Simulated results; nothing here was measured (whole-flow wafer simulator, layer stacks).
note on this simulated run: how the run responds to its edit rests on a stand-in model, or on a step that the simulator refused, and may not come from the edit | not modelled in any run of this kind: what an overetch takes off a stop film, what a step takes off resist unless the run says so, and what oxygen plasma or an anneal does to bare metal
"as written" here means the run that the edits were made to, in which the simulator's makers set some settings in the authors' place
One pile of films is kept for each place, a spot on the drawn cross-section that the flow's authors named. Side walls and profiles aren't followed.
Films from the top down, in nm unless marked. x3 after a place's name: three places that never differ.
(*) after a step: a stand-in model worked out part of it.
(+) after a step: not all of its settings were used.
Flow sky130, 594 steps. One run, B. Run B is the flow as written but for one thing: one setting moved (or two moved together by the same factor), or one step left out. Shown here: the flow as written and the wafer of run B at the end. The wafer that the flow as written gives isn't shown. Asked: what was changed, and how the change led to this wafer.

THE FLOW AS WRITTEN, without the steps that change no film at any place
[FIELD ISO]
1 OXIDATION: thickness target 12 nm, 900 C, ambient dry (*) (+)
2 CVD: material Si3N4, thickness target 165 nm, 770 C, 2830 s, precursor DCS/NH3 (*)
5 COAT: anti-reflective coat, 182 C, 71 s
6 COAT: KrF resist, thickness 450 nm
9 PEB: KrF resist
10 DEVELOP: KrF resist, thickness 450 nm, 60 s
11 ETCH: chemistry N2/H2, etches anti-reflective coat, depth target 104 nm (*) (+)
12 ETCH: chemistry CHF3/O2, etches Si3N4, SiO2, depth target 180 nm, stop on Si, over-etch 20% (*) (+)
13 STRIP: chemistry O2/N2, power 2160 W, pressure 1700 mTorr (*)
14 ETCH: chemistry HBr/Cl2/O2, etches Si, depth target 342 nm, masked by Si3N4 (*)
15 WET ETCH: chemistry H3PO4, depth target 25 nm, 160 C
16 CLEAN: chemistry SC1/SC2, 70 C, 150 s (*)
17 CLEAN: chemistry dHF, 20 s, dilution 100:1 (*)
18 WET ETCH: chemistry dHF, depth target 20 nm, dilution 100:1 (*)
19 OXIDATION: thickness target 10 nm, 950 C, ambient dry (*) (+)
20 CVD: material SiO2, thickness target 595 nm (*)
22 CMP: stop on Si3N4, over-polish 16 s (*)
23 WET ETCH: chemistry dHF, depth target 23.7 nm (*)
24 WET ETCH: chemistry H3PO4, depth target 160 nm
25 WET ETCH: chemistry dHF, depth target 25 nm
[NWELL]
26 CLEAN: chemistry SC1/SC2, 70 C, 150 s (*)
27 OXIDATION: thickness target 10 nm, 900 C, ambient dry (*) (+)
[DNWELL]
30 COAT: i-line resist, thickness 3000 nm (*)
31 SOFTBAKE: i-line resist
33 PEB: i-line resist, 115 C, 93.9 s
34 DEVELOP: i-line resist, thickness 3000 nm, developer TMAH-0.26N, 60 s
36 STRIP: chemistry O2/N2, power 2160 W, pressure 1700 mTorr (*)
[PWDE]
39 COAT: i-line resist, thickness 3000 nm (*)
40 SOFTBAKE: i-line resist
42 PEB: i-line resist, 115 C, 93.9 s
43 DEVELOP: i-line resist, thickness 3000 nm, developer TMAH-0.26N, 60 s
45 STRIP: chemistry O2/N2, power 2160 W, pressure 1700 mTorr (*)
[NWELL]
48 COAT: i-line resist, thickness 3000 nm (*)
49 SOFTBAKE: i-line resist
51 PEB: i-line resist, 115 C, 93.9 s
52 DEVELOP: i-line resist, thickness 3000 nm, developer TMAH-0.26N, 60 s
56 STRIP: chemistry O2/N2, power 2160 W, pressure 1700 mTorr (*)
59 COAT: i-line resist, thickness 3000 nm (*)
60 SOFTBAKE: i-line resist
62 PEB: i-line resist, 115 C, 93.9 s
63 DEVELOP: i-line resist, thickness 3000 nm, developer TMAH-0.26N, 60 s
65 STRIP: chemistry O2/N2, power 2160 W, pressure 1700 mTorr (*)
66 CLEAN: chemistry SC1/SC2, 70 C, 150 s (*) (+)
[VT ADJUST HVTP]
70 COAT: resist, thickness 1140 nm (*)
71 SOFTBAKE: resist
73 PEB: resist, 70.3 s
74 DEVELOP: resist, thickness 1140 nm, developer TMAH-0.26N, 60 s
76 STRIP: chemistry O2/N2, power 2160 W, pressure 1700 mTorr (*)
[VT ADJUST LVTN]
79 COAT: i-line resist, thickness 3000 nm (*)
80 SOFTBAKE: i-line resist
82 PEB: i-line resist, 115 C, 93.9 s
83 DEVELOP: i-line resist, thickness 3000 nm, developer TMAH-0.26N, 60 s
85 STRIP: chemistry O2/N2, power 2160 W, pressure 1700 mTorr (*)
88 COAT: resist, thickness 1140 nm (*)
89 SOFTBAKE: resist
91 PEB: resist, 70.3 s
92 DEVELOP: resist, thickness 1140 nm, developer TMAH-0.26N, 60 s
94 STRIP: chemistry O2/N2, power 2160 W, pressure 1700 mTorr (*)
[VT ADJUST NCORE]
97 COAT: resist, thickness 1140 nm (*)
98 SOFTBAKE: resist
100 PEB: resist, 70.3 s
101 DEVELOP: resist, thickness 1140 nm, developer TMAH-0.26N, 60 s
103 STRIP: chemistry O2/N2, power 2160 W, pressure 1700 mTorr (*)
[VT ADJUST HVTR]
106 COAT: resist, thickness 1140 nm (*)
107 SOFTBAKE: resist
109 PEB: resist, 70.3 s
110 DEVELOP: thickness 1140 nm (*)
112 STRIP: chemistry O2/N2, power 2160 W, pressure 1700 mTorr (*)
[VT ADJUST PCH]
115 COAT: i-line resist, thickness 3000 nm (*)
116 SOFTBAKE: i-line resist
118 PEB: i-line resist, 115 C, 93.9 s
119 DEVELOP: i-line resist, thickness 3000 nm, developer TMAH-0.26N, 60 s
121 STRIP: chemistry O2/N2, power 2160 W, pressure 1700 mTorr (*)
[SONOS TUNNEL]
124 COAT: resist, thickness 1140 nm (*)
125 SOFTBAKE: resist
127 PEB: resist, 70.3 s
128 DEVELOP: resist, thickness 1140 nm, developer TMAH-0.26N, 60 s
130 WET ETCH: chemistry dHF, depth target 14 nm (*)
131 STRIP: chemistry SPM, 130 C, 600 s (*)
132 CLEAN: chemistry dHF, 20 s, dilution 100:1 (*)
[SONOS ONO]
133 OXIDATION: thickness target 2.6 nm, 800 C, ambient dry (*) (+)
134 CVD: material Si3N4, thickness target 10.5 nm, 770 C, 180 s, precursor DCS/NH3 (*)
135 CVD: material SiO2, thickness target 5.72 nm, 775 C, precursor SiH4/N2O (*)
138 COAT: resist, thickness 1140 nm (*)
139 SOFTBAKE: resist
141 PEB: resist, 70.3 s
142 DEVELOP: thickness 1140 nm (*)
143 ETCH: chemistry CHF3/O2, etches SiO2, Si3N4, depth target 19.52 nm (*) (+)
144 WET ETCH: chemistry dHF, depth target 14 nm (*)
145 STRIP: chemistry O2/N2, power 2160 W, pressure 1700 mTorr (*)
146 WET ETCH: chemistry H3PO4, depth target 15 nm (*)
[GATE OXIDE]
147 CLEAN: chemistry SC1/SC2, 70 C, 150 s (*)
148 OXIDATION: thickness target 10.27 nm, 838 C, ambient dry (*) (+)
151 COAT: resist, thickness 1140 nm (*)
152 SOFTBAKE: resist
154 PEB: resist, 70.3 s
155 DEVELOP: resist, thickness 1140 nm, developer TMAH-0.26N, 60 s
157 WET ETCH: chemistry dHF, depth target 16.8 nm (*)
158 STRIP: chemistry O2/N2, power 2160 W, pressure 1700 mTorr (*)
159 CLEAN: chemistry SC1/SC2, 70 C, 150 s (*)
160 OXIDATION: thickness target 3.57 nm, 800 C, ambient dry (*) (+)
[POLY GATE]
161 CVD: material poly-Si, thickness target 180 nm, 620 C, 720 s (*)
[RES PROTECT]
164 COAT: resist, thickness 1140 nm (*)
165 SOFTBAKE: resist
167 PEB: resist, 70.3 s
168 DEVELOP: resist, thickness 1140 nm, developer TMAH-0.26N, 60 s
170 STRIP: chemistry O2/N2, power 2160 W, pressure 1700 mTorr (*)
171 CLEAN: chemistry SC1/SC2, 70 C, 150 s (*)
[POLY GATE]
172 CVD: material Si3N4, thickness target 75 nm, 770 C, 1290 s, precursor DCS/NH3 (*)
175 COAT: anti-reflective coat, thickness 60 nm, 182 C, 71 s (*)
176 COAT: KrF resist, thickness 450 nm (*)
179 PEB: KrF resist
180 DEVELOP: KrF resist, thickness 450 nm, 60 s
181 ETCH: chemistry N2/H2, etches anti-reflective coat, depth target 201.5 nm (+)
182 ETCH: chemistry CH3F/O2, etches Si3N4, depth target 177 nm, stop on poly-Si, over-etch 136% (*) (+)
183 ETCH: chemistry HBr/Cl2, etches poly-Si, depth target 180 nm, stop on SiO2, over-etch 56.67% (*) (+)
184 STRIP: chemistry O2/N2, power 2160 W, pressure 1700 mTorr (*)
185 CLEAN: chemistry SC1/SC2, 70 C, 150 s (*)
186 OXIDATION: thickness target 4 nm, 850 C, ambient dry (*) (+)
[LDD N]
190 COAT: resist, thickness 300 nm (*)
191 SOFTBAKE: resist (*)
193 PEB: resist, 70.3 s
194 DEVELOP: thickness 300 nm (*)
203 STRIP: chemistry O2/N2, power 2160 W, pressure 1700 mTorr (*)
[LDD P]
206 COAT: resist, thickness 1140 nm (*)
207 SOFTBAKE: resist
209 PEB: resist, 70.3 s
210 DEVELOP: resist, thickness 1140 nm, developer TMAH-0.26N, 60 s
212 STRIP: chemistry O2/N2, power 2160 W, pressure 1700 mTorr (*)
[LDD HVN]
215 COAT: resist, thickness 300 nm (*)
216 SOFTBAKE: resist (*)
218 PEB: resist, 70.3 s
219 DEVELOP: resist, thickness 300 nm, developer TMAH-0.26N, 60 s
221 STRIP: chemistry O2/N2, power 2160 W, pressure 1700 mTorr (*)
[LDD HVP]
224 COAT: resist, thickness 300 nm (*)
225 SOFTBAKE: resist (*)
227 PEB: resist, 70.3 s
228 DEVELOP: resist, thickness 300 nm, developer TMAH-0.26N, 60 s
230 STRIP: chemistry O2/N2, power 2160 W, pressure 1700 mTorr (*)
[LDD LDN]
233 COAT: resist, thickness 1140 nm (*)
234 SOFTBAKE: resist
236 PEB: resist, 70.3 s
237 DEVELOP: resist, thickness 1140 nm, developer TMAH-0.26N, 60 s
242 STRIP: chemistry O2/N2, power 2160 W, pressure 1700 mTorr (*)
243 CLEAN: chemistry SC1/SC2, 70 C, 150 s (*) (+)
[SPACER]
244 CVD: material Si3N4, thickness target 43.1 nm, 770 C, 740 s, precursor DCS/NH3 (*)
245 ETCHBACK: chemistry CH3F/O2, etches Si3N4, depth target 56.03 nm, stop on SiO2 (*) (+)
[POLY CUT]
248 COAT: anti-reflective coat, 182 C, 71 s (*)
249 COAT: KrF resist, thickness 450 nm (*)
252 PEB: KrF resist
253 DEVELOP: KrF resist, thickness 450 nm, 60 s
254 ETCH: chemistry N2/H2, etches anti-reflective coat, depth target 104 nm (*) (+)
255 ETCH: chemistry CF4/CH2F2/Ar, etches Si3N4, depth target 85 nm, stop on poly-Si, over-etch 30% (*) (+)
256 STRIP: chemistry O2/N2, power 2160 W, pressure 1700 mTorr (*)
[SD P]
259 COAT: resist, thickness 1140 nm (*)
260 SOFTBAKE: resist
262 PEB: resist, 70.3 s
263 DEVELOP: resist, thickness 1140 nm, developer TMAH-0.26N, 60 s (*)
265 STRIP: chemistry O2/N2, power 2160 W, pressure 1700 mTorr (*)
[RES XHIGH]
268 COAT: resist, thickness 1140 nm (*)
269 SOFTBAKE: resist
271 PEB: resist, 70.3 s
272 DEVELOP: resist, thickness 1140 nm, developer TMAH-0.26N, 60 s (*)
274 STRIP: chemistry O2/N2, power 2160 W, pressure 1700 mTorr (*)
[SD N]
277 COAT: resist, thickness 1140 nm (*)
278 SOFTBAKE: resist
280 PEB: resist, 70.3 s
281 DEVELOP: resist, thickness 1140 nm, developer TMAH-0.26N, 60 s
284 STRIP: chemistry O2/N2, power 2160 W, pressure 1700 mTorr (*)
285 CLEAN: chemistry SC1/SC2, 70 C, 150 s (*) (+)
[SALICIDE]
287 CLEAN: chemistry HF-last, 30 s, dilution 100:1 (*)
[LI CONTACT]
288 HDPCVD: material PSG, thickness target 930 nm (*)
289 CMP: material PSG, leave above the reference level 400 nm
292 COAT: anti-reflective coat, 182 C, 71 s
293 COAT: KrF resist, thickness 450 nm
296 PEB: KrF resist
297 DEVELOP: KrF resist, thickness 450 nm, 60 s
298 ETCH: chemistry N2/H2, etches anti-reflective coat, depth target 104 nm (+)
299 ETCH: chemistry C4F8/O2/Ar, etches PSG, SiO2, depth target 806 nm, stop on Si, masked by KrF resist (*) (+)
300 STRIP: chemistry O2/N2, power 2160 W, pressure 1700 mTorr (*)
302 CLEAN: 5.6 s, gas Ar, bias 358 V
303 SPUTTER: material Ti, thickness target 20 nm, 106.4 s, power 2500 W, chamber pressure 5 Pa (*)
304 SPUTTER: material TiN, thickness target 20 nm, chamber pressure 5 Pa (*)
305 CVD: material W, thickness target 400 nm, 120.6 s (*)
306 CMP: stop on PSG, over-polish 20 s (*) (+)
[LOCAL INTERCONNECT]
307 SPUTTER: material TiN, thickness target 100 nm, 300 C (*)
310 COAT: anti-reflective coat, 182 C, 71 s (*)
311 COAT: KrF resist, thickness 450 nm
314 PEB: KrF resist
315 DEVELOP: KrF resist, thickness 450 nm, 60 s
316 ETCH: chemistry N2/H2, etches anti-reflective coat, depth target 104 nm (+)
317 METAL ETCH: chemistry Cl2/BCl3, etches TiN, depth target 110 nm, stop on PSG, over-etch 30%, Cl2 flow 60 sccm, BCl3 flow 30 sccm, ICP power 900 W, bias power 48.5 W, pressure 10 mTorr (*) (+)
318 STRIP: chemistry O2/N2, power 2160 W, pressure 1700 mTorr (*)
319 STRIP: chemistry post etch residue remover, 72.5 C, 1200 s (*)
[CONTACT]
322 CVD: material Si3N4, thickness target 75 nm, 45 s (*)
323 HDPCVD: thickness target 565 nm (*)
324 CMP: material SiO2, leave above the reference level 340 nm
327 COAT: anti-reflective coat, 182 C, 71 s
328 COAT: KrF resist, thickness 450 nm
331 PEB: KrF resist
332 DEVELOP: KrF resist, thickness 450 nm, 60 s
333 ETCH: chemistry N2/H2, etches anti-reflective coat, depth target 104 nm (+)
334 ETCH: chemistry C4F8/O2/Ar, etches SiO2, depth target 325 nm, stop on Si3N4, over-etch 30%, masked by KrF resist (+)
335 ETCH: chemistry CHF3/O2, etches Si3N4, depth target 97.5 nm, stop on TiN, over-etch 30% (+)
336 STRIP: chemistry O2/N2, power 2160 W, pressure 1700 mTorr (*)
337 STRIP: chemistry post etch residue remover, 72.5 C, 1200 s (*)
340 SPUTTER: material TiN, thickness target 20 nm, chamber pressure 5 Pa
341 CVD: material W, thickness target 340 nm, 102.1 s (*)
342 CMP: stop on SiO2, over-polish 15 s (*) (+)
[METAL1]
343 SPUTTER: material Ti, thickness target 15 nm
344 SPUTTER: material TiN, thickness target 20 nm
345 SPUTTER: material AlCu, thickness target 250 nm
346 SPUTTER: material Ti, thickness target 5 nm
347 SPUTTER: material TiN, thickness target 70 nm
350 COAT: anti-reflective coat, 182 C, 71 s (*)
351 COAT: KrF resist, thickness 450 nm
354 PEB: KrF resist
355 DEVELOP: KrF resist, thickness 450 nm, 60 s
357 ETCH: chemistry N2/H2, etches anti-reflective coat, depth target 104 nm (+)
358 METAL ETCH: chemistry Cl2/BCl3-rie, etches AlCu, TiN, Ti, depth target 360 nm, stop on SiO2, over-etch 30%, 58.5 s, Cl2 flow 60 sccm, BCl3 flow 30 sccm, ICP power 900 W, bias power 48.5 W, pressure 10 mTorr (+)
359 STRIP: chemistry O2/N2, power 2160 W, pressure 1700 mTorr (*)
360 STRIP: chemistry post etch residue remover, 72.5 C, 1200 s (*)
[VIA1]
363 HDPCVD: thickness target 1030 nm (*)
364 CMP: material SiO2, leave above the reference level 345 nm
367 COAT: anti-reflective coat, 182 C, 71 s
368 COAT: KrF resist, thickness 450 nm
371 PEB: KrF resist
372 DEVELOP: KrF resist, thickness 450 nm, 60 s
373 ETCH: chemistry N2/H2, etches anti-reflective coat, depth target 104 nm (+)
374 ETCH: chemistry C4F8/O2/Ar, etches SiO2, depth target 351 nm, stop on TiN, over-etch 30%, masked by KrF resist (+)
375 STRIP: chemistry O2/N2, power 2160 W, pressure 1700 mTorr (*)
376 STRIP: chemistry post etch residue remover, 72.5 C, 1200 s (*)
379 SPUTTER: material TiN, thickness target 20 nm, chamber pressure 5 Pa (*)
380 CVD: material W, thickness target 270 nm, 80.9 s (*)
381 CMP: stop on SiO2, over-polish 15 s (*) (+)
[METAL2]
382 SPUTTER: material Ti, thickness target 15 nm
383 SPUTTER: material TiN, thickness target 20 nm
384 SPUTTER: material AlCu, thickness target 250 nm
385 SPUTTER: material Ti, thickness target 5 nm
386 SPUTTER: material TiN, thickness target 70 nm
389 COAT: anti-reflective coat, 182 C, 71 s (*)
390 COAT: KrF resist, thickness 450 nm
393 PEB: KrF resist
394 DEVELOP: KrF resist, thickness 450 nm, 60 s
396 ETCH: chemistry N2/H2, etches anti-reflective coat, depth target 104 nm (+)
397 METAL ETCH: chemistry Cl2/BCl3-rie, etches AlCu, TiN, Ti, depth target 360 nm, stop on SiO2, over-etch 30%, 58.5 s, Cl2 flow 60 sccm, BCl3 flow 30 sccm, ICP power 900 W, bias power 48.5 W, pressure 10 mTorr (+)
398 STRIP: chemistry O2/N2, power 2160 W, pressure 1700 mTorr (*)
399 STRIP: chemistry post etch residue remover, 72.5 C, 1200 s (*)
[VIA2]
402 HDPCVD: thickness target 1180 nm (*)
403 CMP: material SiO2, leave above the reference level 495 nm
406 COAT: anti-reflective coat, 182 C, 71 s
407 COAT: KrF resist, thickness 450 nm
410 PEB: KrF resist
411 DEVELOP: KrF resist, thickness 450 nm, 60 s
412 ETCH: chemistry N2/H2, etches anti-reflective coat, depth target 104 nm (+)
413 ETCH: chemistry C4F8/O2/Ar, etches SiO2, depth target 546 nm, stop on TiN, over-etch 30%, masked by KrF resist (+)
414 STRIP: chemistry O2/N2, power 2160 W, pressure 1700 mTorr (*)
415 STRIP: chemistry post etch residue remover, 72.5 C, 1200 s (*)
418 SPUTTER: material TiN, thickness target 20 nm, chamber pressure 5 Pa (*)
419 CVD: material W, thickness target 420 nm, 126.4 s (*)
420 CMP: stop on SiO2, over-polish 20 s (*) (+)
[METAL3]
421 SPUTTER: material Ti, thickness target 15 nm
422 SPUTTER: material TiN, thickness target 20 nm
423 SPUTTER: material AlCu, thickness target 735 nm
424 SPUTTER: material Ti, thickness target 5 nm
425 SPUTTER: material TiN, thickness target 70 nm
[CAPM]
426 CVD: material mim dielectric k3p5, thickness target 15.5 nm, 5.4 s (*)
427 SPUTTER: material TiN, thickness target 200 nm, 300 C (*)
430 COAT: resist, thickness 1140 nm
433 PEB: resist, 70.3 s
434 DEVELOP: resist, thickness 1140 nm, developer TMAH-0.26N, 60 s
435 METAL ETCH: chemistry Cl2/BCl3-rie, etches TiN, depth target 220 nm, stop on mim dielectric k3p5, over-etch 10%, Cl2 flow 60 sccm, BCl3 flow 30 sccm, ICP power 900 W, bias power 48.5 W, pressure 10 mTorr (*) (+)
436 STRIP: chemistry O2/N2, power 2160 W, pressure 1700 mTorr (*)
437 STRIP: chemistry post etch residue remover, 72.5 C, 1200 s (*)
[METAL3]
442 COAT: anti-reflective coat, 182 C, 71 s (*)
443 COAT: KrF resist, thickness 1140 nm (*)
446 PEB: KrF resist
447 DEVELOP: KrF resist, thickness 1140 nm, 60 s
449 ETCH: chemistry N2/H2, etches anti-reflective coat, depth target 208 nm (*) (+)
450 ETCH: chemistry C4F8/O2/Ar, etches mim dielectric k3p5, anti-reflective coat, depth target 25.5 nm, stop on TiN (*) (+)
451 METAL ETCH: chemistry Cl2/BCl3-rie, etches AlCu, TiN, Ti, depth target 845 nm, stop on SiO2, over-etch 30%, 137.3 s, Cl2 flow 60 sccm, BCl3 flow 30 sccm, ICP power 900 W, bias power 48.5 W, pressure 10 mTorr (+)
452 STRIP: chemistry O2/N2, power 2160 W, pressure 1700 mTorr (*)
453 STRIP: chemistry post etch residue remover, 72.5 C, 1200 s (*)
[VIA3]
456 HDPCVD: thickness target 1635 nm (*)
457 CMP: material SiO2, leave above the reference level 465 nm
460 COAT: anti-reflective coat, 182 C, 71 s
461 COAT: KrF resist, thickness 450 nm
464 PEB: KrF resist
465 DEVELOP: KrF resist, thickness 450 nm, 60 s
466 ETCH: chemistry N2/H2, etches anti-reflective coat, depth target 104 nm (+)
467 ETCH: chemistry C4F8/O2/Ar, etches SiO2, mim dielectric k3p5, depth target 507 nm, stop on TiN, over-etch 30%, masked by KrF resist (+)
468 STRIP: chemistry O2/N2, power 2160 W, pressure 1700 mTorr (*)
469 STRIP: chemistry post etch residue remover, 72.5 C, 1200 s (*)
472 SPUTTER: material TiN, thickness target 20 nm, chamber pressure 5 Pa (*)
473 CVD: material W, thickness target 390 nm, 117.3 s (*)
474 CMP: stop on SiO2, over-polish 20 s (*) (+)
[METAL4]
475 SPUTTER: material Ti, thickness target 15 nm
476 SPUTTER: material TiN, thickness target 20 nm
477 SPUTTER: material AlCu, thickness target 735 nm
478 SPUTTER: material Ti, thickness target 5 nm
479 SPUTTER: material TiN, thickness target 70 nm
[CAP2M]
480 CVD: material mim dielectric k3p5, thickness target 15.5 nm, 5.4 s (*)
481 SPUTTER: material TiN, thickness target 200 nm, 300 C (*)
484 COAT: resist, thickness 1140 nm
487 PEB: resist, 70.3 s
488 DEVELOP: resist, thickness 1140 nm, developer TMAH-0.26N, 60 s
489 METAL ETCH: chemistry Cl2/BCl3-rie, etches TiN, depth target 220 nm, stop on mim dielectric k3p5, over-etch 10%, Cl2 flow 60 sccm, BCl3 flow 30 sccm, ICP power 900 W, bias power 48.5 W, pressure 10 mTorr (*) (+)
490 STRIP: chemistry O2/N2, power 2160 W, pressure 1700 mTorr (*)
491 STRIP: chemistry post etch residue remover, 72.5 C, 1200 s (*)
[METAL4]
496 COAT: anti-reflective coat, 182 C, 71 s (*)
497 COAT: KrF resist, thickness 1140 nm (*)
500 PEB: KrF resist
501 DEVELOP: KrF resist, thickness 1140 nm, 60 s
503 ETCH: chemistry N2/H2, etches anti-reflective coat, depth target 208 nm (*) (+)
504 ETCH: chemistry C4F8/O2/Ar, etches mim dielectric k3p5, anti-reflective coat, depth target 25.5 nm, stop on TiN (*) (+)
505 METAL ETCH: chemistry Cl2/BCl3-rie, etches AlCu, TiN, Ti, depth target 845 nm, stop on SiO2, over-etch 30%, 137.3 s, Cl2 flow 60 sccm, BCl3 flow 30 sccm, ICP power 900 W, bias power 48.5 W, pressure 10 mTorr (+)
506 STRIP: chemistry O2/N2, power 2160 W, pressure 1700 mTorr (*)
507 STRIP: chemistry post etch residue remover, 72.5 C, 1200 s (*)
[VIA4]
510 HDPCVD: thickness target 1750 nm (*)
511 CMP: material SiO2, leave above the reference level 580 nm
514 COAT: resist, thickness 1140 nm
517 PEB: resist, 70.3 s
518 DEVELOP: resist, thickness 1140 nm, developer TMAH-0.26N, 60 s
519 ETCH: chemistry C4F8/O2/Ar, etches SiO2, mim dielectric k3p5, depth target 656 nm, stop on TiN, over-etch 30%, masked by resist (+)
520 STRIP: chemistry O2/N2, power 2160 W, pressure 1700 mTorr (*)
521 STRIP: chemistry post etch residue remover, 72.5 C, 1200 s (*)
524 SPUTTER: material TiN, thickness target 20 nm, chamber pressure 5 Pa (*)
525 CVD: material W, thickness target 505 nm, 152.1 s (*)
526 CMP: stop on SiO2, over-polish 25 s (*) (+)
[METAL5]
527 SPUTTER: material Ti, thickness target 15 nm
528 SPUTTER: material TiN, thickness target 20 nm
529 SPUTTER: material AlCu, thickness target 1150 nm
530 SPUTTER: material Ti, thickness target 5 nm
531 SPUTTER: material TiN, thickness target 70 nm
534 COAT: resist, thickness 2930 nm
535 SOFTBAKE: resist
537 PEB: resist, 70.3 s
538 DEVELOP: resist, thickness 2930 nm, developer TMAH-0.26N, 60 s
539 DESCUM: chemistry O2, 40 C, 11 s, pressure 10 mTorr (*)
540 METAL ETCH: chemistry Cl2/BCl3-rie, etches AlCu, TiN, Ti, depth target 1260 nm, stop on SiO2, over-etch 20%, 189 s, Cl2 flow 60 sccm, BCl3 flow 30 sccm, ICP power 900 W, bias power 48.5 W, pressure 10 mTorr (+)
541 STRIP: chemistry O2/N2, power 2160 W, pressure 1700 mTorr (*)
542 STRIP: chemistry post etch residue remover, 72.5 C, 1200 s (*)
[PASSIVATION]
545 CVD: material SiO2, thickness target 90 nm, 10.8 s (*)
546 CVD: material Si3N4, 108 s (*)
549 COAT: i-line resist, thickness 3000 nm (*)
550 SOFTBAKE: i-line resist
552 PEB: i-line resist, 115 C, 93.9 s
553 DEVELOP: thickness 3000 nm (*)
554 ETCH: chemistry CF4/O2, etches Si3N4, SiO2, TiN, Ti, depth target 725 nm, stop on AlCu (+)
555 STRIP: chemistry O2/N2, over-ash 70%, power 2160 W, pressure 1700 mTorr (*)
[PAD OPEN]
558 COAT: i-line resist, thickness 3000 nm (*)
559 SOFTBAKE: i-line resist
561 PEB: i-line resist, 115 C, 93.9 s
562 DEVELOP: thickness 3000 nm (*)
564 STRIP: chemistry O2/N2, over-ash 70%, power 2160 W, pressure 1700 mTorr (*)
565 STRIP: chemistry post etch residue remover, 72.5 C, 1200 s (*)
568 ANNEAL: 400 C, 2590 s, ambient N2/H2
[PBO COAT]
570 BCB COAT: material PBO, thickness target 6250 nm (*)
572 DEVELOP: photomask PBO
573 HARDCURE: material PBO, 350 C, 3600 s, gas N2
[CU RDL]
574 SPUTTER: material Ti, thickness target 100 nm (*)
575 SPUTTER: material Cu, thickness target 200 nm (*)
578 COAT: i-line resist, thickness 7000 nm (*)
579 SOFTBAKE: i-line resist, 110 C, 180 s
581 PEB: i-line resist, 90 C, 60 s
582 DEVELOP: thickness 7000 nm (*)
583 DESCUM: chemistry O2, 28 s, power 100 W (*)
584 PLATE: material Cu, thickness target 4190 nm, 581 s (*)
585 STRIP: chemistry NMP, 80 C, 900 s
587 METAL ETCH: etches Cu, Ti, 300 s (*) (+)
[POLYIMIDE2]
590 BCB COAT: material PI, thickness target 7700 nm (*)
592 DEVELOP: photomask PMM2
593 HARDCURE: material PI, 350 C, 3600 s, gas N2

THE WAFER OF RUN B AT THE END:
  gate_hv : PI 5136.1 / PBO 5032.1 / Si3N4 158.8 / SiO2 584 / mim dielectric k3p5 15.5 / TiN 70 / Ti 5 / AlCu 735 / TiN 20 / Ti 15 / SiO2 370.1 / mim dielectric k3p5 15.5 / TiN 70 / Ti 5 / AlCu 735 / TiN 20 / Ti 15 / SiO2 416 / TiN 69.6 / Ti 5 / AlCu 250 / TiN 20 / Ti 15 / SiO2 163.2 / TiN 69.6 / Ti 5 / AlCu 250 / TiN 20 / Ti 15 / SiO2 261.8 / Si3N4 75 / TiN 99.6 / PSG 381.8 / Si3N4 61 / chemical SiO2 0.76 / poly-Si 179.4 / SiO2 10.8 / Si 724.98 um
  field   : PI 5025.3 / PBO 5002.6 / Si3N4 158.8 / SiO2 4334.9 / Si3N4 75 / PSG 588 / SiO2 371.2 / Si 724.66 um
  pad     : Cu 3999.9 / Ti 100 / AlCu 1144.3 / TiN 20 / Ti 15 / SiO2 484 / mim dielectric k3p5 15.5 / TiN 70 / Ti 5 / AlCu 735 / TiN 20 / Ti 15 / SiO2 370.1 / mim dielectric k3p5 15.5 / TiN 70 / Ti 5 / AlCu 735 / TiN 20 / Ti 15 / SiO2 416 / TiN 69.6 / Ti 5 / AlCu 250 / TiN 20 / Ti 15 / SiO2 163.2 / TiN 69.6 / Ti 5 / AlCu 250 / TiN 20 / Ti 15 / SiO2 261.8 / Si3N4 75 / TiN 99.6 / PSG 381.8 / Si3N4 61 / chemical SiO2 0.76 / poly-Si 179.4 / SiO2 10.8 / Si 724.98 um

The cause: step 364, CMP: leave above the reference level 241 nm was run, where the flow has leave above the reference level 345 nm.

How the change led to this, step by step:
  364 CMP: material SiO2, leave above the reference level 345 nm
      n_well, p_well, gate_hv and 100 more: SiO2 -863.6 (as written it would be: SiO2 -759.6)
      field, active, gate and 81 more: SiO2 -493.1 (as written it would be: SiO2 -389.1)
      (and at 4 more places)
  374 ETCH: chemistry C4F8/O2/Ar, etches SiO2, depth target 351 nm, stop on TiN, over-etch 30%, masked by KrF resist (+)
      field, active, n_well and 186 more: KrF resist -43.1 (as written it would be: KrF resist -70.1)
      m1, via1_hole: SiO2 -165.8 (all of it) (as written it would be: SiO2 -269.8 (all of it))
  375 STRIP: chemistry O2/N2, power 2160 W, pressure 1700 mTorr (*)
      field, active, n_well and 186 more: KrF resist -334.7 (all of it), anti-reflective coat -80 (all of it) (as written it would be: KrF resist -307.7 (all of it), anti-reflective coat -80 (all of it))
  379 SPUTTER: material TiN, thickness target 20 nm, chamber pressure 5 Pa (*)
      m1: TiN +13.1 (as written it would be: TiN +11)
      via1_hole: TiN +13.1 (as written it would be: TiN +10.9)
  380 CVD: material W, thickness target 270 nm, 80.9 s (*)
      m1, via1_hole: W +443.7 (new film) (as written it would be: W +549.9 (new film))
